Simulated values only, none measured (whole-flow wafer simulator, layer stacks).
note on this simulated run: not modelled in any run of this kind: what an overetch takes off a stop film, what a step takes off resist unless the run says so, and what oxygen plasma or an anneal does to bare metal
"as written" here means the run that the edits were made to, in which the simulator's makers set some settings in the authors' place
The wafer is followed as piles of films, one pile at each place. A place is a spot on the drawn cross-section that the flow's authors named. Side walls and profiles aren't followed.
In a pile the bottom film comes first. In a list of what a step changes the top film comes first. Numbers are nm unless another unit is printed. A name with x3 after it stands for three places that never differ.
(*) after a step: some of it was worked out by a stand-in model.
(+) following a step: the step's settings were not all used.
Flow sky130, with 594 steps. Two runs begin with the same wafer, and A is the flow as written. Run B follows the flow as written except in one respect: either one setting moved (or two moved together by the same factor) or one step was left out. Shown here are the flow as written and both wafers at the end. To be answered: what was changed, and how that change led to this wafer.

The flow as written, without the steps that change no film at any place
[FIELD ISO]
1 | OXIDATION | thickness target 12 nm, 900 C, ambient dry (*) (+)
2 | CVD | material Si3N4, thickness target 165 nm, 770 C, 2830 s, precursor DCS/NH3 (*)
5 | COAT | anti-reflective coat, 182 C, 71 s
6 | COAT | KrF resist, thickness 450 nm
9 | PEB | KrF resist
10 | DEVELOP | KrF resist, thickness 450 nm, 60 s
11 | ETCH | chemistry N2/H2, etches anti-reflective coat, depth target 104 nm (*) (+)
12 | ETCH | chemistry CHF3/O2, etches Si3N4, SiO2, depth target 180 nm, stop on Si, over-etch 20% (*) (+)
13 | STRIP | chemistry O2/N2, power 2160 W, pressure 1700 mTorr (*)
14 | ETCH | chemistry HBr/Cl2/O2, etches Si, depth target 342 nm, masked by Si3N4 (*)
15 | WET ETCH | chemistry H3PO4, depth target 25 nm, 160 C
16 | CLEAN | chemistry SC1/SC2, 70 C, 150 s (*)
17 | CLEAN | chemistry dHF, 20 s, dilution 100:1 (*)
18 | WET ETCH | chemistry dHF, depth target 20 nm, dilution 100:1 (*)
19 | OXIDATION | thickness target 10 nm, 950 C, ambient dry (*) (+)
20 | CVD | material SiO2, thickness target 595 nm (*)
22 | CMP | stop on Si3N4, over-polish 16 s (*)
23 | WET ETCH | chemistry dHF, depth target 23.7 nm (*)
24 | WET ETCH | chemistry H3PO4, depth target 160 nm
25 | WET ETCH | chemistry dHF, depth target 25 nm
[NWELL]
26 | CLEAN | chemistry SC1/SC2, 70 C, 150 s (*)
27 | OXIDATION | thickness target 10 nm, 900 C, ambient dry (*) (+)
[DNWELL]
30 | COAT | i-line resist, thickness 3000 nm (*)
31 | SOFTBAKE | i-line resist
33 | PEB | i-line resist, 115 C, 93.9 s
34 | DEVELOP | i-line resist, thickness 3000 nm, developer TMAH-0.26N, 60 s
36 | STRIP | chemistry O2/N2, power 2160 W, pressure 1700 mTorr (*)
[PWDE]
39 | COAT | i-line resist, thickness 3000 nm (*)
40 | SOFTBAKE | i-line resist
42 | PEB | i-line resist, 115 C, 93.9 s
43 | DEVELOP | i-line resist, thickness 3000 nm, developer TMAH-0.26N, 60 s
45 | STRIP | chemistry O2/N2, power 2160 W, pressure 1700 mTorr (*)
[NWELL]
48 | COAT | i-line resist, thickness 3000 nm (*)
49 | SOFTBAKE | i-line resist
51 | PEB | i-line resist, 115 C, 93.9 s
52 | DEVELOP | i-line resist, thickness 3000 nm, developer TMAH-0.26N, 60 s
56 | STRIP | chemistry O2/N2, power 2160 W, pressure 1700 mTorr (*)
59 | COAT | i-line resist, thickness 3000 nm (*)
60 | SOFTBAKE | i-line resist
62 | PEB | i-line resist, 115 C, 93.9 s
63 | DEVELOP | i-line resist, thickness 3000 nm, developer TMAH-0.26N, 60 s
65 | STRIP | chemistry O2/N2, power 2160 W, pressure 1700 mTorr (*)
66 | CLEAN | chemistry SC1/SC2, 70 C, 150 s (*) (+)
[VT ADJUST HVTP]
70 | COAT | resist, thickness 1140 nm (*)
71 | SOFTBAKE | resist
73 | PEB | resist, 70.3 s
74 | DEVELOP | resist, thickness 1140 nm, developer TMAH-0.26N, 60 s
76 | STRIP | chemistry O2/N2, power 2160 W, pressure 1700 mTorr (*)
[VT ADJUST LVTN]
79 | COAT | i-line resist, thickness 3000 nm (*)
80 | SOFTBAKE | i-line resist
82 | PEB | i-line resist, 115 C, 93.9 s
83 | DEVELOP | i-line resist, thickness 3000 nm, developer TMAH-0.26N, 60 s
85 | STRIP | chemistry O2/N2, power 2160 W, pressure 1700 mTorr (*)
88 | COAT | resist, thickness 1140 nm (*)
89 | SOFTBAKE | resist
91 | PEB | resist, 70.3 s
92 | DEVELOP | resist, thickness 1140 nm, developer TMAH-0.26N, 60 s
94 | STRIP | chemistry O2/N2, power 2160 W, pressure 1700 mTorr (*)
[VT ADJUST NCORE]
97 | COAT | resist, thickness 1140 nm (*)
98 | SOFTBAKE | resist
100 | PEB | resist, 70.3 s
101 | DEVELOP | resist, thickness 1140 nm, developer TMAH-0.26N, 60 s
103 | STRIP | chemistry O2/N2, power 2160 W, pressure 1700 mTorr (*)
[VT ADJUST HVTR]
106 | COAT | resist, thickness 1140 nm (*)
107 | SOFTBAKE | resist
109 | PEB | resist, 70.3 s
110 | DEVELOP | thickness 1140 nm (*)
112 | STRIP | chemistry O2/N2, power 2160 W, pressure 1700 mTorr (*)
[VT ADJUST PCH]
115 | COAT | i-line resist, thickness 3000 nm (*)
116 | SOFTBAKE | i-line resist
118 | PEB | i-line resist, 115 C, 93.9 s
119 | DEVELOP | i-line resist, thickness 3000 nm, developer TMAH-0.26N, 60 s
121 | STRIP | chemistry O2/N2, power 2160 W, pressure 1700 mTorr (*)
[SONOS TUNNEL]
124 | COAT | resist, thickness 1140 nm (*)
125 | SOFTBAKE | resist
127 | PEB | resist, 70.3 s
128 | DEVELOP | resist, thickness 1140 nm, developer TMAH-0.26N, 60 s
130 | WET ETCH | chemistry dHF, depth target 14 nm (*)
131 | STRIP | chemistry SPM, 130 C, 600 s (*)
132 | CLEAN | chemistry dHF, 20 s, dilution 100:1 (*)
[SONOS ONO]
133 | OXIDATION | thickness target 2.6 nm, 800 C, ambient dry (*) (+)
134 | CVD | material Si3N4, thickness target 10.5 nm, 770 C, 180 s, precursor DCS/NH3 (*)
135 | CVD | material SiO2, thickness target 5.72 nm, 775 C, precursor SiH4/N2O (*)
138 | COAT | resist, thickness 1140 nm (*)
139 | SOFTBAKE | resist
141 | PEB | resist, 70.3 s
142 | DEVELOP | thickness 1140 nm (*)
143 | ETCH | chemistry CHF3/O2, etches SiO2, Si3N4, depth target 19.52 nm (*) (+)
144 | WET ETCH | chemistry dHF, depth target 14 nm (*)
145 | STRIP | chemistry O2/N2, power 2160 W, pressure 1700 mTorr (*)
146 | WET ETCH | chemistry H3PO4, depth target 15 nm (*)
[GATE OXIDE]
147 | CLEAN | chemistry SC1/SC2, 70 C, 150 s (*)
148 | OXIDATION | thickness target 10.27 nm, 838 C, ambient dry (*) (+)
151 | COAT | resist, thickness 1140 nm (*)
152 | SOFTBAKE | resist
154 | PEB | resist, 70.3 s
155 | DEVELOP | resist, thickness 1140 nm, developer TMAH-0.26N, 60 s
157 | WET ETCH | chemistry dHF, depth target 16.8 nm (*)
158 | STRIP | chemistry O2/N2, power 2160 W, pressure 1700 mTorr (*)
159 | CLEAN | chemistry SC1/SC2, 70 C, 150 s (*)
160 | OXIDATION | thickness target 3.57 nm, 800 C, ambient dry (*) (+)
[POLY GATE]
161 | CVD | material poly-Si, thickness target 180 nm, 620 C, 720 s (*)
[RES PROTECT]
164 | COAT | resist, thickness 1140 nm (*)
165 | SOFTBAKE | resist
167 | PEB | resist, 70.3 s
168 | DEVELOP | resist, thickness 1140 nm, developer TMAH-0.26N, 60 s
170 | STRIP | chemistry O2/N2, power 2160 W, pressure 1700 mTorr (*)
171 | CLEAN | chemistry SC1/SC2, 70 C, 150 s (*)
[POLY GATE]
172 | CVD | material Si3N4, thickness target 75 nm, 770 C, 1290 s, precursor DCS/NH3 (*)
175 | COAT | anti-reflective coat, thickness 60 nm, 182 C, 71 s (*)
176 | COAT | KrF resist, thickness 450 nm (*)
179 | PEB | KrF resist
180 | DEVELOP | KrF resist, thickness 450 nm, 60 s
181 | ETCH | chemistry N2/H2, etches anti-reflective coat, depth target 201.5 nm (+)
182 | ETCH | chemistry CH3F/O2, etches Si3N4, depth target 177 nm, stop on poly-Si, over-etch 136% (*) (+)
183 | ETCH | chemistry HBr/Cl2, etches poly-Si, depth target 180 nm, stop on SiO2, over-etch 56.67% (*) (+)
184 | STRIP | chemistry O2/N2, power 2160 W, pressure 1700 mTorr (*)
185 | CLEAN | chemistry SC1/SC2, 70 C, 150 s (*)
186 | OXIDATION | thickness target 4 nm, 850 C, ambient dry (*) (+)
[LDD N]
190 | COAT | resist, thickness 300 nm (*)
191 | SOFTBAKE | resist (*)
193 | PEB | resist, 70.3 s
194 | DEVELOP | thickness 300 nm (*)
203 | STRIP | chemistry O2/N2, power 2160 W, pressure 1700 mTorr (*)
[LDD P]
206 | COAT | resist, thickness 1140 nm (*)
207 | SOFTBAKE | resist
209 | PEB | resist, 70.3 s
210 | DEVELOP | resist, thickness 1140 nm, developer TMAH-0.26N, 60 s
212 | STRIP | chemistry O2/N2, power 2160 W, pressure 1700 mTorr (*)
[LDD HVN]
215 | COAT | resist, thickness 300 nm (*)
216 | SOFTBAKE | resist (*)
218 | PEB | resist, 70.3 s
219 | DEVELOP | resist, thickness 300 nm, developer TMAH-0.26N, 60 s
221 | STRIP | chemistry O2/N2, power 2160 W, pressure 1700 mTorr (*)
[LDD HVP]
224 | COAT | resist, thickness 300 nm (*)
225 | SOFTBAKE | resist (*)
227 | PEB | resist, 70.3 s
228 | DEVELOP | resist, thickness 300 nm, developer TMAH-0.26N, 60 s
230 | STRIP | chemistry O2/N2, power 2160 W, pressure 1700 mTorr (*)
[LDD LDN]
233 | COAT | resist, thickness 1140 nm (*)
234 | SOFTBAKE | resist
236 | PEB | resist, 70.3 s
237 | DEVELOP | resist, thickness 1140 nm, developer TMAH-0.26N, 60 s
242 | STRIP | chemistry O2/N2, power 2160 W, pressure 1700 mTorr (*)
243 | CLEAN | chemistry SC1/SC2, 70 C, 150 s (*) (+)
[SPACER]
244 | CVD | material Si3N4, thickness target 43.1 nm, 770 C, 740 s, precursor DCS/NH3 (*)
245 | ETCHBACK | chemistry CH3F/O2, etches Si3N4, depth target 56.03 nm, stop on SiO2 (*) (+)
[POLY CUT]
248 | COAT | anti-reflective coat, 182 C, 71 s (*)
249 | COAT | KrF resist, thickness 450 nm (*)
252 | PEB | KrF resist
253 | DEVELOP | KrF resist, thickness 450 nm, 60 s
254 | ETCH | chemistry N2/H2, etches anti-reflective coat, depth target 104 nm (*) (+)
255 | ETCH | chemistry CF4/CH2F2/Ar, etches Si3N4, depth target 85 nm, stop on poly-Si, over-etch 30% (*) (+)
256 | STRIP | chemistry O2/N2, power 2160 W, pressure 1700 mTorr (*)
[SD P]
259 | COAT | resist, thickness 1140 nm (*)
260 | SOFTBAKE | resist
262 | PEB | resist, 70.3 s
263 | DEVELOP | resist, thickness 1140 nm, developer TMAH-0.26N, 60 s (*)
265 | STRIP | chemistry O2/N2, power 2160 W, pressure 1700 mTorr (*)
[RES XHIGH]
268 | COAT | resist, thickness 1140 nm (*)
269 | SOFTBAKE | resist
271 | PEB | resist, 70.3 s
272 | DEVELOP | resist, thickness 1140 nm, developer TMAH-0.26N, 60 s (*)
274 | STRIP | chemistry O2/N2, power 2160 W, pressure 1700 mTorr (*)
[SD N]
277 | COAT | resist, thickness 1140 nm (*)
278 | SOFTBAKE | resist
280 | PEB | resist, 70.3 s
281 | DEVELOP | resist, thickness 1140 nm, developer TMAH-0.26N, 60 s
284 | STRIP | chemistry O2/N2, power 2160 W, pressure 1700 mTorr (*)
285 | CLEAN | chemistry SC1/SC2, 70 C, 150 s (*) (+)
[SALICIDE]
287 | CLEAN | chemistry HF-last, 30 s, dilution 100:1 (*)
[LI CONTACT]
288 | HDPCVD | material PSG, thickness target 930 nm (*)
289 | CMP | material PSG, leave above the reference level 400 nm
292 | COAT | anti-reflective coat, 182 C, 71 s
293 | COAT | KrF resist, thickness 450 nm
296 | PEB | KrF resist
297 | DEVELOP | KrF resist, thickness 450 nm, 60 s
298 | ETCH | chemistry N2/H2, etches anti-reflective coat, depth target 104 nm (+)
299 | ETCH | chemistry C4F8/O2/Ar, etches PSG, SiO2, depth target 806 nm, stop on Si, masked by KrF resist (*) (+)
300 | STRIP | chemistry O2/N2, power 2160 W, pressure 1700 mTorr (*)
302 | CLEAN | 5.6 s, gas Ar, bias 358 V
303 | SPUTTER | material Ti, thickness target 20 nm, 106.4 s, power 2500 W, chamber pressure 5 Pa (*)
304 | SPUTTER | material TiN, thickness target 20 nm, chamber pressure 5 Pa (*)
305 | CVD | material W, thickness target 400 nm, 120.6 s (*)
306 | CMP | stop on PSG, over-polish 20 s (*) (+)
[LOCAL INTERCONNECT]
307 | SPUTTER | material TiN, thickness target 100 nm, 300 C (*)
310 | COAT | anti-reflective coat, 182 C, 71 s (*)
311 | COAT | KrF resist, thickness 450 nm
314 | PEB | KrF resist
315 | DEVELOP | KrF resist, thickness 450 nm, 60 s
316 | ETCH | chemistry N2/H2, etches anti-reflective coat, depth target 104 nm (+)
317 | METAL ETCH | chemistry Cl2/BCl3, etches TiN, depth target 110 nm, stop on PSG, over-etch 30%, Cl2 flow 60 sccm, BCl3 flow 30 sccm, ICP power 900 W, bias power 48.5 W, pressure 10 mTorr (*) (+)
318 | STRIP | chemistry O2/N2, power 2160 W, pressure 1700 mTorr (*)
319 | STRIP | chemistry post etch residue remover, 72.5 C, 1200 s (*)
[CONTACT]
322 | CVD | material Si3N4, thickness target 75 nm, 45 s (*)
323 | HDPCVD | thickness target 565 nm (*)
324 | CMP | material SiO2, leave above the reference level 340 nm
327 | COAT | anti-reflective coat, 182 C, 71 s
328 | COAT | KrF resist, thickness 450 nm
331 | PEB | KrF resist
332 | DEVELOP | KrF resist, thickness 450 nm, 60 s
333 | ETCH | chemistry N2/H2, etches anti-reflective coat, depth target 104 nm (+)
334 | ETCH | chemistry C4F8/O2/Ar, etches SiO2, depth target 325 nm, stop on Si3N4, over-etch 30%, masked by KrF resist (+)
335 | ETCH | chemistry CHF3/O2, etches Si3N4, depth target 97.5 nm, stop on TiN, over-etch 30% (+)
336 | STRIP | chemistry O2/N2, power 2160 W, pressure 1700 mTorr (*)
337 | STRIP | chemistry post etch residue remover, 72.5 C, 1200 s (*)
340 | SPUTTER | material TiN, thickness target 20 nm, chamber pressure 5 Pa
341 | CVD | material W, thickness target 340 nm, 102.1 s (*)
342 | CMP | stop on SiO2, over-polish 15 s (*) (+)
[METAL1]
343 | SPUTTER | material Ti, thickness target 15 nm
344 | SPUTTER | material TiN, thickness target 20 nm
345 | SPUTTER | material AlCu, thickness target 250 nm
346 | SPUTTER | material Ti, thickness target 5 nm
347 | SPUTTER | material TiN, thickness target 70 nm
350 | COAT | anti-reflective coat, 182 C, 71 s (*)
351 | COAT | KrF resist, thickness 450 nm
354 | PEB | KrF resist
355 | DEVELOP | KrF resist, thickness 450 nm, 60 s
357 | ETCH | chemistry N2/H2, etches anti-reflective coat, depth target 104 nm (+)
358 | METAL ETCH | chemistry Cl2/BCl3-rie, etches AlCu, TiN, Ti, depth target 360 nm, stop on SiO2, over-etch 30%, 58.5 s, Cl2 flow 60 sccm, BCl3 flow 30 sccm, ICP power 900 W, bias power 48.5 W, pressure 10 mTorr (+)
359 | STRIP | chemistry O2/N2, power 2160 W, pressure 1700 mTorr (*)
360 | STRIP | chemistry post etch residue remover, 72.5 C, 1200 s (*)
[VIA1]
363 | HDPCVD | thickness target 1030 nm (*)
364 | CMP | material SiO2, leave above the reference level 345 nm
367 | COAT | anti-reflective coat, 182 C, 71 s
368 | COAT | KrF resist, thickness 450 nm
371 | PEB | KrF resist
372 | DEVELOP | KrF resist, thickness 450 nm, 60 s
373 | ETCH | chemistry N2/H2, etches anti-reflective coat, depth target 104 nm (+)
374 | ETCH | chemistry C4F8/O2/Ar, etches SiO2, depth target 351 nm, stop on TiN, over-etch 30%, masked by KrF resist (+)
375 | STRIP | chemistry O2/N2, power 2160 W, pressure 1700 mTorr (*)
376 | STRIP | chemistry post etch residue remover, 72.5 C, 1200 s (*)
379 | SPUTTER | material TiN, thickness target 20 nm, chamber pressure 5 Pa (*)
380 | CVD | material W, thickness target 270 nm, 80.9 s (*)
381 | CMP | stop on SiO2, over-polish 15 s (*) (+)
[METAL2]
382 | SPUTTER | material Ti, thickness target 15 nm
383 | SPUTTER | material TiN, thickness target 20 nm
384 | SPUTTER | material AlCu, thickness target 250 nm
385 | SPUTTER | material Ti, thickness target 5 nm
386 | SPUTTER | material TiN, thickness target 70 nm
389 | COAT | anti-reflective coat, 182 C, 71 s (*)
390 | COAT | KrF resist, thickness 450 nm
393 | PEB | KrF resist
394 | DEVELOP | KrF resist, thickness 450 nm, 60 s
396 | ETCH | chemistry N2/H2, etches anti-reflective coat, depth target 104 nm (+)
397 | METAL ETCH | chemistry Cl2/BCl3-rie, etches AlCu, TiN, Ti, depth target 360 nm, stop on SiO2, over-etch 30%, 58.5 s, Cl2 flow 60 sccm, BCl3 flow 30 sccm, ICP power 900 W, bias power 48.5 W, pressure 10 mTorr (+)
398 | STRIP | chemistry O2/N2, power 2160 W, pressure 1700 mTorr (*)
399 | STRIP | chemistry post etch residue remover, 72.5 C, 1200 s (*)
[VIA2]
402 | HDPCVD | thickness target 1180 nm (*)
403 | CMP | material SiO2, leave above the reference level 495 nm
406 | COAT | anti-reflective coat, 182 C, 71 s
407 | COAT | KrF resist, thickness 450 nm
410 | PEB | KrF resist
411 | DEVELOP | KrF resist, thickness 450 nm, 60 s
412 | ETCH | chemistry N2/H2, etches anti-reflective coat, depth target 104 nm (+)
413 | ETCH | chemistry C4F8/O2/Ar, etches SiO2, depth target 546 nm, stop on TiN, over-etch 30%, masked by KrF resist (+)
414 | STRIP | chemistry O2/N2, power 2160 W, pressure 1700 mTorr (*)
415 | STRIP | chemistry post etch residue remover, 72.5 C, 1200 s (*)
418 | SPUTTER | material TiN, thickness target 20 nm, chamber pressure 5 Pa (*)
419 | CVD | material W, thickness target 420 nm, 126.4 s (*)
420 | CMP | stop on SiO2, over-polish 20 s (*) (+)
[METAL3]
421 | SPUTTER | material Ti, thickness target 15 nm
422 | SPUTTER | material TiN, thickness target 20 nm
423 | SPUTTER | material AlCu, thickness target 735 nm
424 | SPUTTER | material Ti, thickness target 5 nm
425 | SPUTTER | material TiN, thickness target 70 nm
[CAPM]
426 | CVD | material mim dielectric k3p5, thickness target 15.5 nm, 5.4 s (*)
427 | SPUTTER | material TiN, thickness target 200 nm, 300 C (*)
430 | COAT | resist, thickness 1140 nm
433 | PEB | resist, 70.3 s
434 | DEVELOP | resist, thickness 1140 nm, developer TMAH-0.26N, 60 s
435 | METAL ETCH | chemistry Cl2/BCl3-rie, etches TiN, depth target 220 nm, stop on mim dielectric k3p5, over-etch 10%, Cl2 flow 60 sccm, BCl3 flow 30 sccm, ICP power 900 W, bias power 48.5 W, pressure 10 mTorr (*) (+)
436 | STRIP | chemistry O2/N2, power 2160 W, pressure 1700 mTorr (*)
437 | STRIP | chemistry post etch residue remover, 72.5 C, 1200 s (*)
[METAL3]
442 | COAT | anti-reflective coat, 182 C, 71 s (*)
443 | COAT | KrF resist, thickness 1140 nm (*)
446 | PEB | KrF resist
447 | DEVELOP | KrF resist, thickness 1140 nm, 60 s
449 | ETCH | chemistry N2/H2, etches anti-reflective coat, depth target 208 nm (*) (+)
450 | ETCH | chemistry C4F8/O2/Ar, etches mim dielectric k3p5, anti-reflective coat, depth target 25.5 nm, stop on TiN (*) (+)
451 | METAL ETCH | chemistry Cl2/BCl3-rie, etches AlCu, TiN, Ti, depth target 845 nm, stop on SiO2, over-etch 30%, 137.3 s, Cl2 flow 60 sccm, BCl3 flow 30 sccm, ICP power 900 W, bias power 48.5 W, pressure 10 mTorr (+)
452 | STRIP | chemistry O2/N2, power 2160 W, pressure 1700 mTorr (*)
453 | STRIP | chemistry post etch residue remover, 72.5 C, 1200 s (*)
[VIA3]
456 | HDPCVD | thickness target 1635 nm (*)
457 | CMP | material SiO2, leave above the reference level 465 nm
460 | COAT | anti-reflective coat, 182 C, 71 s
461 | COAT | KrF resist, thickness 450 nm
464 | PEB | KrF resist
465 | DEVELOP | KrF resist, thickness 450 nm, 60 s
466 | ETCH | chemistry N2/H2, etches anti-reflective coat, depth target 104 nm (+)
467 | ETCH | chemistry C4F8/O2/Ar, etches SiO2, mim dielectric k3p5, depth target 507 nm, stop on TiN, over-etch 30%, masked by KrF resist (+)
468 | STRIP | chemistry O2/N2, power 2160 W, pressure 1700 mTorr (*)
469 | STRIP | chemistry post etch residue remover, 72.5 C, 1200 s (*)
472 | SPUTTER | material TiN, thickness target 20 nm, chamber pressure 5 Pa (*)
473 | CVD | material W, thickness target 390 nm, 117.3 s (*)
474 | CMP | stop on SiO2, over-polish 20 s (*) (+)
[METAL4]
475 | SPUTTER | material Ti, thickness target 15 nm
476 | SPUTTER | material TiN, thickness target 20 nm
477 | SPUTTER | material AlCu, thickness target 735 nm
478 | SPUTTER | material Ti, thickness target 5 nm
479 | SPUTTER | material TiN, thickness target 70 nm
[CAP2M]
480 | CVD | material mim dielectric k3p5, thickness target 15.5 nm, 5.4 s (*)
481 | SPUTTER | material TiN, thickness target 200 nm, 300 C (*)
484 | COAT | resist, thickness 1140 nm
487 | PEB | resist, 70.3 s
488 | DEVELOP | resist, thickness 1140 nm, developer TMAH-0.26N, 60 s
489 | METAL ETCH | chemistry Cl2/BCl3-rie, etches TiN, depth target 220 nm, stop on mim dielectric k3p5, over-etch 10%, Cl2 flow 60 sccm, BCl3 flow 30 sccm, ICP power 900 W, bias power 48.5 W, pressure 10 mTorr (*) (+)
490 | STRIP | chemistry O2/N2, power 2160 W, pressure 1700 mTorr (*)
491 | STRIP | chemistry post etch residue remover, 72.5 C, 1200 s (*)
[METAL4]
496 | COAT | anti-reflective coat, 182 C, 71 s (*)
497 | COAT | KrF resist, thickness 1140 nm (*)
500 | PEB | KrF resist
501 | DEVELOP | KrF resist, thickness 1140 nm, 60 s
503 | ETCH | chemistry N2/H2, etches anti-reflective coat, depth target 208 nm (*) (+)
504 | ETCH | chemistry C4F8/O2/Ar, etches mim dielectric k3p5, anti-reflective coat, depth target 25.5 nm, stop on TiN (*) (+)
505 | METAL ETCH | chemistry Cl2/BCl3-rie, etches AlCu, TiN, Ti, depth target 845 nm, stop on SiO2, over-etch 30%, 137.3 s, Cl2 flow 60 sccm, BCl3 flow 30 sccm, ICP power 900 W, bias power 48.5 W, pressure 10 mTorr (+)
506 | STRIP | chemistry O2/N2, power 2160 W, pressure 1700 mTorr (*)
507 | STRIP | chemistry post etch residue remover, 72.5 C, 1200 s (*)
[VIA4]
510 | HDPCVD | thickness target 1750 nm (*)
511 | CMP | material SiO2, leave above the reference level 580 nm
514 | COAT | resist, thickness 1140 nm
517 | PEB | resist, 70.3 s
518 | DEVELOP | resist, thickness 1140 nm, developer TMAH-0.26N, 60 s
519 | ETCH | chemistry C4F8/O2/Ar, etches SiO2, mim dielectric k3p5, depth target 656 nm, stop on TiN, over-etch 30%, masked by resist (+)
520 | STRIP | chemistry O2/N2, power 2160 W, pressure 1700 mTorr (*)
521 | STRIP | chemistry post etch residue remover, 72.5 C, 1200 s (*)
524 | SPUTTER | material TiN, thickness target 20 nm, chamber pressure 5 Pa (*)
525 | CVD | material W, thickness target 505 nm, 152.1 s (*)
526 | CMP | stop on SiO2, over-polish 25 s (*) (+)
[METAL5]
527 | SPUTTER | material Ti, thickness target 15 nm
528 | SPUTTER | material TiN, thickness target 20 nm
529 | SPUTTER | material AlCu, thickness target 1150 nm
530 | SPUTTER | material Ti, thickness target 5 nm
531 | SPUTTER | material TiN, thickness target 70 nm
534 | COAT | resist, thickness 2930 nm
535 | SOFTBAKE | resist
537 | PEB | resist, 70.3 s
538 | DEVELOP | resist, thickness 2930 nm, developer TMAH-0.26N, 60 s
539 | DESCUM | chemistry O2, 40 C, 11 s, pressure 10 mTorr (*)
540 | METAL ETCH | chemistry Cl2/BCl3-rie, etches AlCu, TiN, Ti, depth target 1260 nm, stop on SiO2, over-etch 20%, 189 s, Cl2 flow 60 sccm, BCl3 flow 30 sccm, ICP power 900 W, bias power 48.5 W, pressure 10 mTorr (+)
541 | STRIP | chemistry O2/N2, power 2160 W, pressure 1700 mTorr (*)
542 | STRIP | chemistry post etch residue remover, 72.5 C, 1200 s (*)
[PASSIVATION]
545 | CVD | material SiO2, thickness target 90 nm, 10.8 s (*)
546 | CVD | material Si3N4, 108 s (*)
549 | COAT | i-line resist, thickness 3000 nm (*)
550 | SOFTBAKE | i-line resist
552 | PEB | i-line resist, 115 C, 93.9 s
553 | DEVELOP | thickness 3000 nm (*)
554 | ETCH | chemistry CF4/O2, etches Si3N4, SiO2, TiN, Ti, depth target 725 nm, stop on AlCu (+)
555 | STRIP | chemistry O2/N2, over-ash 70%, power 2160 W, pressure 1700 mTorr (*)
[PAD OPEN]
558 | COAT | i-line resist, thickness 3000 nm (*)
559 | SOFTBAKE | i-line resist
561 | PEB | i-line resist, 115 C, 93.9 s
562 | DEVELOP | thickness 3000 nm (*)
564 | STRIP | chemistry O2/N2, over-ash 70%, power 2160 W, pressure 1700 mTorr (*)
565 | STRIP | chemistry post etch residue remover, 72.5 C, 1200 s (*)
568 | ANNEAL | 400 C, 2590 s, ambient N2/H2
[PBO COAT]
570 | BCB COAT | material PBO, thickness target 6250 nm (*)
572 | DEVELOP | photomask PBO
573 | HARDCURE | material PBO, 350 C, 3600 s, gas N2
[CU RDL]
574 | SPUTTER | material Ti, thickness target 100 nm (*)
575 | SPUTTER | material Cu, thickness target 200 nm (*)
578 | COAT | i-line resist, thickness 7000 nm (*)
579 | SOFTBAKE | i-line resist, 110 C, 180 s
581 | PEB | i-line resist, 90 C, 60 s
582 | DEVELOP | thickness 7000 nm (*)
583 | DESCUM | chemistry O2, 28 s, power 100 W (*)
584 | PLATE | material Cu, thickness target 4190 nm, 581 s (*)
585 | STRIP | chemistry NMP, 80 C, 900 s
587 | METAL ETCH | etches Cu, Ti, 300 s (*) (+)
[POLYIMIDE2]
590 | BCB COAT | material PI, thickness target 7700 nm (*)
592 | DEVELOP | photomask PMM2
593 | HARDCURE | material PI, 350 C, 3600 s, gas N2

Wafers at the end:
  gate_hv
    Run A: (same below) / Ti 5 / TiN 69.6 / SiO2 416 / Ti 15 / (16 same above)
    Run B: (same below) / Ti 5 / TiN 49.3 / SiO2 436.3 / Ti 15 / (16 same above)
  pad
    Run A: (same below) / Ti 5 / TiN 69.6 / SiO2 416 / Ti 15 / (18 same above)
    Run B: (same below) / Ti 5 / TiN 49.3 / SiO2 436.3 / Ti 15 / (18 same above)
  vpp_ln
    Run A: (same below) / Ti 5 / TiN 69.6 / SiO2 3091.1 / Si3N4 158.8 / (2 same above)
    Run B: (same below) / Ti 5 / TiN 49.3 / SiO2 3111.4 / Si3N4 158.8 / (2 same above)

Cause: step 386, SPUTTER: thickness target 49.7 nm was run, though the flow has thickness target 70 nm.

The path from the change to this, step by step:
  386 | SPUTTER | material TiN, thickness target 70 nm
      field, active, n_well and 188 more: A TiN gains 70 (new film) | B TiN gains 49.7 (new film)
  397 | METAL ETCH | chemistry Cl2/BCl3-rie, etches AlCu, TiN, Ti, depth target 360 nm, stop on SiO2, over-etch 30%, 58.5 s, Cl2 flow 60 sccm, BCl3 flow 30 sccm, ICP power 900 W, bias power 48.5 W, pressure 10 mTorr (+)
      field, active, gate and 82 more: A TiN loses 68.7 (all of it), Ti loses 5 (all of it), AlCu loses 250 (all of it), TiN loses 20 (all of it), Ti loses 15 (all of it), SiO2 loses 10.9 | B TiN loses 48.4 (all of it), Ti loses 5 (all of it), AlCu loses 250 (all of it), TiN loses 20 (all of it), Ti loses 15 (all of it), SiO2 loses 13
  403 | CMP | material SiO2, leave above the reference level 495 nm
      n_well, p_well, gate_hv and 101 more: A SiO2 loses 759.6 | B SiO2 loses 739.3
      m1, via1_hole: A SiO2 loses 759.1 | B SiO2 loses 738.8
  413 | ETCH | chemistry C4F8/O2/Ar, etches SiO2, depth target 546 nm, stop on TiN, over-etch 30%, masked by KrF resist (+)
      m1: A SiO2 loses 420.3 (all of it) | B SiO2 loses 440.6 (all of it)
      via2_hole: A SiO2 loses 419.8 (all of it) | B SiO2 loses 440.1 (all of it)
  419 | CVD | material W, thickness target 420 nm, 126.4 s (*)
      m1: A W gains 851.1 (new film) | B W gains 871.7 (new film)
      via2_hole: A W gains 850.7 (new film) | B W gains 871.2 (new film)
